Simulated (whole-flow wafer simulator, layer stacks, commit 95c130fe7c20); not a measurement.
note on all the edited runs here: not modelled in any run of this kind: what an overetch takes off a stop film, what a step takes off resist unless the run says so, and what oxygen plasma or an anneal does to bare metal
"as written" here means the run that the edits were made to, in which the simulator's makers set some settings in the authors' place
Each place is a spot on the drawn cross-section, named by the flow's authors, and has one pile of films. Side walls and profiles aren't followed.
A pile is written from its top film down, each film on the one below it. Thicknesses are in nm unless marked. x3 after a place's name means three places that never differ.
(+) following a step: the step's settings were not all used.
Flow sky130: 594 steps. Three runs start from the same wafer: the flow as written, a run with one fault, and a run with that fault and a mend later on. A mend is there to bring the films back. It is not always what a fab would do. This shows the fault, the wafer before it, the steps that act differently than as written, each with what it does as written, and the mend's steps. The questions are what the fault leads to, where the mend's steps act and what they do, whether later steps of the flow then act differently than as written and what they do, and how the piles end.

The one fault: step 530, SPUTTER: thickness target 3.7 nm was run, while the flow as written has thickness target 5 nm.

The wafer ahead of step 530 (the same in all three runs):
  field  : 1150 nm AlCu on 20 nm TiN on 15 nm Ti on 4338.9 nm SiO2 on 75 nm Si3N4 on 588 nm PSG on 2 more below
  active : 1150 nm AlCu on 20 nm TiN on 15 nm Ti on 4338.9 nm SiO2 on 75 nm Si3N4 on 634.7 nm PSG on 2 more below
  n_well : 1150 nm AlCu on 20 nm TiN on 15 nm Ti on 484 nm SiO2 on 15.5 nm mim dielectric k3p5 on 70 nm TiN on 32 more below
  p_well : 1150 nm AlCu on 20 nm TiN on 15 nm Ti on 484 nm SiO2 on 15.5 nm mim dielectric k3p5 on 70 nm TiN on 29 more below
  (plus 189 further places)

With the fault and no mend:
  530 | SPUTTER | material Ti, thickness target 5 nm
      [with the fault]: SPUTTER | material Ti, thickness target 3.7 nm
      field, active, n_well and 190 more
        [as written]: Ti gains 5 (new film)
        [with the fault]: Ti gains 3.7 (new film)
  Steps further on in the flow that do not act as written (21 more steps, not shown, differ only slightly: by at most 2% or 0.5 nm, whichever is larger):
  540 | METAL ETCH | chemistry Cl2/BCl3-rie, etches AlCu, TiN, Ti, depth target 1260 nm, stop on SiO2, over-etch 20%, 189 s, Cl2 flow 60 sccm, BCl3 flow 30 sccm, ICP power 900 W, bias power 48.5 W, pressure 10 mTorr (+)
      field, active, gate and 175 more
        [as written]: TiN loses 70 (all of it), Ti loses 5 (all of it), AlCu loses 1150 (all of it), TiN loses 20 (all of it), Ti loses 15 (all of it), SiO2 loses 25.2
        [with the fault]: TiN loses 70 (all of it), Ti loses 3.7 (all of it), AlCu loses 1150 (all of it), TiN loses 20 (all of it), Ti loses 15 (all of it), SiO2 loses 25.3
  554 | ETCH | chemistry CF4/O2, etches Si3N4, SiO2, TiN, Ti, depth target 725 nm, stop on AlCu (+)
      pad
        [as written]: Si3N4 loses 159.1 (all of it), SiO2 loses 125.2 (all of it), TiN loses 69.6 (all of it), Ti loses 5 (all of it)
        [with the fault]: Si3N4 loses 159.1 (all of it), SiO2 loses 125.2 (all of it), TiN loses 69.6 (all of it), Ti loses 3.7 (all of it)
  The piles end different from the flow's at n_well, p_well, sd_n and 11 more by more than 2% or 0.5 nm, whichever is larger.
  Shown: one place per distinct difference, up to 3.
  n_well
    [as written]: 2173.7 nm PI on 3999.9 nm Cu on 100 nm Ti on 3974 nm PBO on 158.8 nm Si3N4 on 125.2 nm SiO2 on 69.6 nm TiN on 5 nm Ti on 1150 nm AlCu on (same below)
    [with the fault]: 2173.8 nm PI on 3999.9 nm Cu on 100 nm Ti on 3975 nm PBO on 158.8 nm Si3N4 on 125.2 nm SiO2 on 69.6 nm TiN on 3.7 nm Ti on 1150 nm AlCu on (same below)
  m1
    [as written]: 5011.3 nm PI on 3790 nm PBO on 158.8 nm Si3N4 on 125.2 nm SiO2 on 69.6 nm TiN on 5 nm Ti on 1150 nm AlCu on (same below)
    [with the fault]: 5011.3 nm PI on 3791.1 nm PBO on 158.8 nm Si3N4 on 125.2 nm SiO2 on 69.6 nm TiN on 3.7 nm Ti on 1150 nm AlCu on (same below)
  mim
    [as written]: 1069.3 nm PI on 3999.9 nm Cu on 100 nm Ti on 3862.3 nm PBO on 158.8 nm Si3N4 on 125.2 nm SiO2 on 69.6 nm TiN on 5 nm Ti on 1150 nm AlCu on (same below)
    [with the fault]: 1069.4 nm PI on 3999.9 nm Cu on 100 nm Ti on 3863.3 nm PBO on 158.8 nm Si3N4 on 125.2 nm SiO2 on 69.6 nm TiN on 3.7 nm Ti on 1150 nm AlCu on (same below)

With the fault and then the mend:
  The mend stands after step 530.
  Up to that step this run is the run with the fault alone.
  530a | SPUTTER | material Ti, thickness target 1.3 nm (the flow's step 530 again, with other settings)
      field, active, n_well and 190 more
        Ti gains 1.3
  Every later step of the flow that is run acts as written at every place that is followed.
  By the end, the piles equal the flow's at every place that both follow.
